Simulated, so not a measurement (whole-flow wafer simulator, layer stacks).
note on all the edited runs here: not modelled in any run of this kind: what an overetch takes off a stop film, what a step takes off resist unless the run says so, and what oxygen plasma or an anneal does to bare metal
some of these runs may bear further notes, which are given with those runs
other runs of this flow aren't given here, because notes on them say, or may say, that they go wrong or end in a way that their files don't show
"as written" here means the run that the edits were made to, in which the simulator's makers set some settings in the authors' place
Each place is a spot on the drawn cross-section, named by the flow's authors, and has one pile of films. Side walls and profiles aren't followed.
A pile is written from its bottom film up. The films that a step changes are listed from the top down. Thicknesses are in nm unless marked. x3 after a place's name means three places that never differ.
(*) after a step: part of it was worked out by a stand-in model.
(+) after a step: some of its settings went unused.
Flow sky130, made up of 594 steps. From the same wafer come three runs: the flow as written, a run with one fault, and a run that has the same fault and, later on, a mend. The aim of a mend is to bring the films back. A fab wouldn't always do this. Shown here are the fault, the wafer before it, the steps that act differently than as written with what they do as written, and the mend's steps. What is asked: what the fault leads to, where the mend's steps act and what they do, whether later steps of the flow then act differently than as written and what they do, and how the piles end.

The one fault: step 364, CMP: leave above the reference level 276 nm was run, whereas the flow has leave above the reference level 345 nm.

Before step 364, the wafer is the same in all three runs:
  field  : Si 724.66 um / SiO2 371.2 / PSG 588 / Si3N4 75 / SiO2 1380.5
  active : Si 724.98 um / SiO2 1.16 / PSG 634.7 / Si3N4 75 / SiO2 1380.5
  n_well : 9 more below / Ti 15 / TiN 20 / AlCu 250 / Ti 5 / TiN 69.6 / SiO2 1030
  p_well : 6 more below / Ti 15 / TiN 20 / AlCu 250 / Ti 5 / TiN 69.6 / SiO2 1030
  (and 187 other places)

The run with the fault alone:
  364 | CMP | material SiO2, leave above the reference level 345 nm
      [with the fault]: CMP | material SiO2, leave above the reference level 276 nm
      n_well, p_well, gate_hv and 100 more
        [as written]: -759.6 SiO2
        [with the fault]: -828.6 SiO2
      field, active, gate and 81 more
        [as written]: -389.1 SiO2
        [with the fault]: -458.1 SiO2
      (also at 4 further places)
  Later steps of the flow acting differently than as written (not shown: 7 more steps that differ only slightly, by at most 2% or 0.5 nm, whichever is larger):
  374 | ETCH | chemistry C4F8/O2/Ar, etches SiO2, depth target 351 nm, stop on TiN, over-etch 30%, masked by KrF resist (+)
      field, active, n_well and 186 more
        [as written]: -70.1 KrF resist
        [with the fault]: -52.2 KrF resist
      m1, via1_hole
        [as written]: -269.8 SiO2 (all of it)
        [with the fault]: -200.8 SiO2 (all of it)
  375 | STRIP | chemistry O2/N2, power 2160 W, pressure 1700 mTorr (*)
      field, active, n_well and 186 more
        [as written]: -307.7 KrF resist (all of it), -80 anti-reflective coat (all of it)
        [with the fault]: -325.6 KrF resist (all of it), -80 anti-reflective coat (all of it)
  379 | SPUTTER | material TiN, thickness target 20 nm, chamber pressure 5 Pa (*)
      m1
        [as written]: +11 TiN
        [with the fault]: +12.4 TiN
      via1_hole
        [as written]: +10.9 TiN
        [with the fault]: +12.3 TiN
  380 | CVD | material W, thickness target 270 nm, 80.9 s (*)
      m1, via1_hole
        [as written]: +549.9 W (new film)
        [with the fault]: +479.5 W (new film)
  At n_well, p_well, gate_hv and 115 more, the piles at the end differ from the flow's by more than 2% or 0.5 nm, whichever is larger.
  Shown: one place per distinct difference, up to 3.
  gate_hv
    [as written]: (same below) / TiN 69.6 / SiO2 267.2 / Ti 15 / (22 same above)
    [with the fault]: (same below) / TiN 69.6 / SiO2 198.2 / Ti 15 / (22 same above)
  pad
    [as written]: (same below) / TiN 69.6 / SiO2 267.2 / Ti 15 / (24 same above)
    [with the fault]: (same below) / TiN 69.6 / SiO2 198.2 / Ti 15 / (24 same above)
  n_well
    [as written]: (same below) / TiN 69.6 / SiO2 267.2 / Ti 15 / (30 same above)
    [with the fault]: (same below) / TiN 69.6 / SiO2 198.2 / Ti 15 / (30 same above)

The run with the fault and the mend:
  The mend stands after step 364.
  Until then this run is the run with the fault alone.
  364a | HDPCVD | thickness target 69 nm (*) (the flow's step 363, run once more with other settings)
      field, active, n_well and 188 more
        +69 SiO2
  None of the later steps of the flow differs from how it acts as written, at any place that is followed, by more than 2% or 0.5 nm, whichever is larger.
  By the end, the piles equal the flow's at every place that both follow.
